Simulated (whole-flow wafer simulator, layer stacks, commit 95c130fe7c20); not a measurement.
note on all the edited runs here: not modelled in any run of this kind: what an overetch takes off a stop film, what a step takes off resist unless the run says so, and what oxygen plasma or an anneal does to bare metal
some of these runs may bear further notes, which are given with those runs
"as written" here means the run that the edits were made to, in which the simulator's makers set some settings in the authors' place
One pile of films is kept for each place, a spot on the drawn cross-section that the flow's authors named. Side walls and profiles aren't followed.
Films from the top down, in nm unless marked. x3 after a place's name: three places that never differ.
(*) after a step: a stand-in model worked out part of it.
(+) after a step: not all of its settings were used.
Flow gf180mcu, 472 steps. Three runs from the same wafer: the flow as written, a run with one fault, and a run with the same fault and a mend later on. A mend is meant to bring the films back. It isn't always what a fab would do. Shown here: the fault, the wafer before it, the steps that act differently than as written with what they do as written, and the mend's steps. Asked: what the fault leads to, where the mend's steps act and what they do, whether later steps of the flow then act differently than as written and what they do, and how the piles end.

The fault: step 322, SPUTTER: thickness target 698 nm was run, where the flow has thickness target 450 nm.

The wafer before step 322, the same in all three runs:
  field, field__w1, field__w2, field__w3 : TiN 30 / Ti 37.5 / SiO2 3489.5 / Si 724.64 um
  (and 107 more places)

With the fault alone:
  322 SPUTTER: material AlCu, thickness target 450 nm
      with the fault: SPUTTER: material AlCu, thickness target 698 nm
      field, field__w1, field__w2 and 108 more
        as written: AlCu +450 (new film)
        with the fault: AlCu +698 (new film)
  Later steps of the flow that act differently than as written:
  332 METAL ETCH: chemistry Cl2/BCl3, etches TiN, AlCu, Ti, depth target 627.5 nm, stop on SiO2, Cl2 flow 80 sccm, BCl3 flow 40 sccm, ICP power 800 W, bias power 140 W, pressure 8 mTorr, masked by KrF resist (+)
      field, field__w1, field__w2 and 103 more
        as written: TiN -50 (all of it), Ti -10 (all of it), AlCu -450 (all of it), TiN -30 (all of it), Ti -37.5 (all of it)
        with the fault: TiN -50 (all of it), Ti -10 (all of it), AlCu -567.5
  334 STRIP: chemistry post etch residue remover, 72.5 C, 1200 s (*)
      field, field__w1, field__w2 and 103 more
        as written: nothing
        with the fault: AlCu -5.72
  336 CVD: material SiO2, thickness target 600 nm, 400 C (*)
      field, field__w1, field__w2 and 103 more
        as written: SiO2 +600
        with the fault: SiO2 +600 (new film)
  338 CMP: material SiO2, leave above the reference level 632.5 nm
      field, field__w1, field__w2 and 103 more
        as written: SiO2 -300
        with the fault: SiO2 -244.3
  At the end the piles differ from the flow's by more than 2% or 0.5 nm, whichever is larger, at field, field__w1, field__w2 and 109 more.
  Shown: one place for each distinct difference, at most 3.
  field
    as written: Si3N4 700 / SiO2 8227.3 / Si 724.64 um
    with the fault: Si3N4 700 / SiO2 4793.5 / AlCu 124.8 / TiN 30 / Ti 37.5 / SiO2 3489.5 / Si 724.64 um
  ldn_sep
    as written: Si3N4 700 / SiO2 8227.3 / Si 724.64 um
    with the fault: Si3N4 700 / SiO2 4793.5 / AlCu 124.8 / TiN 30 / Ti 37.5 / SiO2 3489.4 / Si 724.64 um
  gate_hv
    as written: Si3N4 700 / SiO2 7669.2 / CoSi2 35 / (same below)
    with the fault: Si3N4 700 / SiO2 4793.5 / AlCu 124.8 / TiN 30 / Ti 37.5 / SiO2 2931.3 / CoSi2 35 / (same below)

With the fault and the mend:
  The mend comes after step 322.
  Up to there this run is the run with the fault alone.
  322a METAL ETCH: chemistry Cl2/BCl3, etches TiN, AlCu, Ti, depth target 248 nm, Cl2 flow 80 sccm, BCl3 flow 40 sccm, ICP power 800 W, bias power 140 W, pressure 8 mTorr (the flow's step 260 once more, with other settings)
      field, field__w1, field__w2 and 108 more
        AlCu -248
  No later step of the flow acts differently than as written at any place that is followed.
  At the end the piles are the same as the flow's at every place that both follow.
